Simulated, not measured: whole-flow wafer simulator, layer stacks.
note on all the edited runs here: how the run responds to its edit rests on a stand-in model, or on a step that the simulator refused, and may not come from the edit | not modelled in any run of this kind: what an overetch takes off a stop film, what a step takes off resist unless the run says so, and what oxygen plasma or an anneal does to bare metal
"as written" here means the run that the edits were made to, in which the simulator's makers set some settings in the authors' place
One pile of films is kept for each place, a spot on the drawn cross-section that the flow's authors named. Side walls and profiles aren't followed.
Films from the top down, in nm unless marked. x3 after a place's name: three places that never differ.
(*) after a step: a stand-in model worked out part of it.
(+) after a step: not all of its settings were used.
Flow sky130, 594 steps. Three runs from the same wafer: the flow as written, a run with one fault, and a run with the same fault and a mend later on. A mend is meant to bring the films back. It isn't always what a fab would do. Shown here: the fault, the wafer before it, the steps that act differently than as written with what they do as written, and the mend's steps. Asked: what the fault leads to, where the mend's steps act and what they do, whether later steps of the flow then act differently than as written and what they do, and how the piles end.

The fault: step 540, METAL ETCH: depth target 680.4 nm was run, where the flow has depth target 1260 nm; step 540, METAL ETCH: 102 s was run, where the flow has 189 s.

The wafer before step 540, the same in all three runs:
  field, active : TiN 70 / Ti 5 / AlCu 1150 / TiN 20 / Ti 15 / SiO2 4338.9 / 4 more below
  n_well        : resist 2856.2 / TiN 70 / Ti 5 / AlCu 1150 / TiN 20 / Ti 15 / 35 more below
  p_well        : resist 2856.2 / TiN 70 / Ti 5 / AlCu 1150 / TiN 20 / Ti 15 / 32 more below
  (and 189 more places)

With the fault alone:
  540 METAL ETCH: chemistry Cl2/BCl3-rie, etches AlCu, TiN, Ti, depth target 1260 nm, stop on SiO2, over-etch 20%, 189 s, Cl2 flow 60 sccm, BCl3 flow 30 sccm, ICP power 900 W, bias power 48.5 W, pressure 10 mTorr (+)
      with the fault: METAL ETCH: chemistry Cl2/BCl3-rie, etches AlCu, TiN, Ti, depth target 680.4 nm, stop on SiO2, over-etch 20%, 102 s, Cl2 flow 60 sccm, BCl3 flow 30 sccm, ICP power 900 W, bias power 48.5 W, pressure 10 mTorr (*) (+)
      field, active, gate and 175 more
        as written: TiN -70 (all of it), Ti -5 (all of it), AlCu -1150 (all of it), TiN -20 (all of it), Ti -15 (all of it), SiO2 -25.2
        with the fault: TiN -70 (all of it), Ti -5 (all of it), AlCu -741.5
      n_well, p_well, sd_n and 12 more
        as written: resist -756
        with the fault: resist -408.2
  Later steps of the flow that act differently than as written (3 more steps differ only slightly, by at most 2% or 0.5 nm, whichever is larger, and aren't shown):
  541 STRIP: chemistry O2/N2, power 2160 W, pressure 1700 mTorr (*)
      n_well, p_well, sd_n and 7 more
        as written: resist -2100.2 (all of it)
        with the fault: resist -2448 (all of it)
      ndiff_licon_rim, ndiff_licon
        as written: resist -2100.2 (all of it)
        with the fault: resist -2447.9 (all of it)
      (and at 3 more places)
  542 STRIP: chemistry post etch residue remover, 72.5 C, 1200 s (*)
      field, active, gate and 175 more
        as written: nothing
        with the fault: AlCu -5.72
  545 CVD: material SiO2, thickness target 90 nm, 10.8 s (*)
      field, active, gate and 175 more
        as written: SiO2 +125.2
        with the fault: SiO2 +125.2 (new film)
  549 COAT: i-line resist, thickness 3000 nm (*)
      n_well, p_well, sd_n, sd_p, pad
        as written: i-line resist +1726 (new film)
        with the fault: i-line resist +2185.2 (new film)
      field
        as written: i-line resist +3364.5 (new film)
        with the fault: i-line resist +3229.1 (new film)
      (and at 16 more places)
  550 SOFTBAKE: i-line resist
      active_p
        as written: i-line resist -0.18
        with the fault: i-line resist +0.66
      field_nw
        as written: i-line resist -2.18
        with the fault: i-line resist +0.87
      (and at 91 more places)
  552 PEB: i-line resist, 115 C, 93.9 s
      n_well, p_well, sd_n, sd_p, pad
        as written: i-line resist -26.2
        with the fault: i-line resist -34
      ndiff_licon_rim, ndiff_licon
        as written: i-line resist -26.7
        with the fault: i-line resist -34.3
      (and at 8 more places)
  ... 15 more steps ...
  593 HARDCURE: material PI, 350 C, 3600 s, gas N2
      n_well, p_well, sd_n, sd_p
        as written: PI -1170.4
        with the fault: PI -1203
  At the end the piles differ from the flow's by more than 2% or 0.5 nm, whichever is larger, at field, active, n_well and 188 more.
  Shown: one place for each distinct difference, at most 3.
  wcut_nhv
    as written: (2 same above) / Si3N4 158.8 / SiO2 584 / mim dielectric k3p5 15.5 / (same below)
    with the fault: (2 same above) / Si3N4 158.8 / SiO2 125.2 / AlCu 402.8 / TiN 20 / Ti 15 / SiO2 484 / mim dielectric k3p5 15.5 / (same below)
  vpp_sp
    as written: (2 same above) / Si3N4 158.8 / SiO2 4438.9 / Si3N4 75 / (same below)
    with the fault: (2 same above) / Si3N4 158.8 / SiO2 125.2 / AlCu 402.8 / TiN 20 / Ti 15 / SiO2 4338.9 / Si3N4 75 / (same below)
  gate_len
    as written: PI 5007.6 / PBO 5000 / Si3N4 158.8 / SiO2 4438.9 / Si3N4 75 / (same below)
    with the fault: PI 5007.5 / PBO 5000 / Si3N4 158.8 / SiO2 125.2 / AlCu 402.8 / TiN 20 / Ti 15 / SiO2 4338.9 / Si3N4 75 / (same below)

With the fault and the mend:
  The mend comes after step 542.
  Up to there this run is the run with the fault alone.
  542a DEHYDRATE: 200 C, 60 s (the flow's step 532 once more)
      changes no film at any place that is followed
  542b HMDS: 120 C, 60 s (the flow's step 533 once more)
      changes no film at any place that is followed
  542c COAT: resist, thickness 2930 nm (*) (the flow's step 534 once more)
      dice_street, vpp_sp, vpp_ln and 72 more
        resist +2930 (new film)
      gate_p_lvt_sd, active_p_lvt, spacer_p_lvt and 6 more
        resist +2932.3 (new film)
      iso_guard, sd_hvn, gate_p_lvt, gate_p_g5v0, drift_pwde, iso_guard_hv_nw, poly_endcap_nw
        resist +2934 (new film)
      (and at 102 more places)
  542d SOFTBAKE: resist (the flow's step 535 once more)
      gate_p_lvt_sd, spacer_p_lvt, field_nw_hv
        resist -0.48
      active_p_lvt, field_nw, active_p_g5v0
        resist -0.49
      iso_guard_nw, gate_p_g5v0_sd, spacer_p_g5v0
        resist -0.5
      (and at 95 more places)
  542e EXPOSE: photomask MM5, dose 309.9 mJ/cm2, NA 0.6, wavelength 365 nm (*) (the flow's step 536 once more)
      changes no film at any place that is followed
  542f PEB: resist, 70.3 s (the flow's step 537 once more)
      dice_street, vpp_sp, vpp_ln and 91 more
        resist -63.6
      iso_guard, vpp_guard, varactor_hvt and 23 more
        resist -63.8
      gate, gate_hv, sonos_cell and 15 more
        resist -63.9
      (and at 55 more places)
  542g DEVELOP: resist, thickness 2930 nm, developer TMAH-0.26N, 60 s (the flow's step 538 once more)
      vpp_sp, vpp_ln, vpp_iso1 and 71 more
        resist -2866.4 (all of it)
      vpp_tail, gate_p_lvt_sd, active_p_lvt and 8 more
        resist -2868.2 (all of it)
      n_well, p_well, sd_n, sd_p, mim, pad
        resist -0.02
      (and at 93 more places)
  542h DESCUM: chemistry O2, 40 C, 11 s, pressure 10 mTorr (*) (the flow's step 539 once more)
      n_well, p_well, sd_n and 12 more
        resist -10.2
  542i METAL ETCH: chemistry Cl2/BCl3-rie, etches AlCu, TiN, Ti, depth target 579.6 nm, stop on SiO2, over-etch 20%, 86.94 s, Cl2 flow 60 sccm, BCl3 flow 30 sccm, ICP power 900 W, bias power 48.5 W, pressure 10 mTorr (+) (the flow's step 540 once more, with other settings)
      field, active, gate and 175 more
        AlCu -402.8 (all of it), TiN -20 (all of it), Ti -15 (all of it), SiO2 -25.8
      n_well, p_well, sd_n and 12 more
        resist -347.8
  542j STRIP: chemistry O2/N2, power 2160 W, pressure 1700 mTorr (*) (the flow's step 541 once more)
      n_well, p_well, sd_n, sd_p, pad
        resist -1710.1 (all of it)
      ndiff_licon_rim, ndiff_licon
        resist -1721.6 (all of it)
      m1
        resist -1725.4 (all of it)
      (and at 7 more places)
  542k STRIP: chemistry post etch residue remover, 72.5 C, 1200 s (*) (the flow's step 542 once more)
      n_well, p_well, sd_n and 12 more
        TiN -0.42
  No later step of the flow acts differently than as written, at any place that is followed, by more than 2% or 0.5 nm, whichever is larger.
  At the end the piles differ from the flow's only slightly at the places that both follow, by at most 2% or 0.5 nm, whichever is larger.
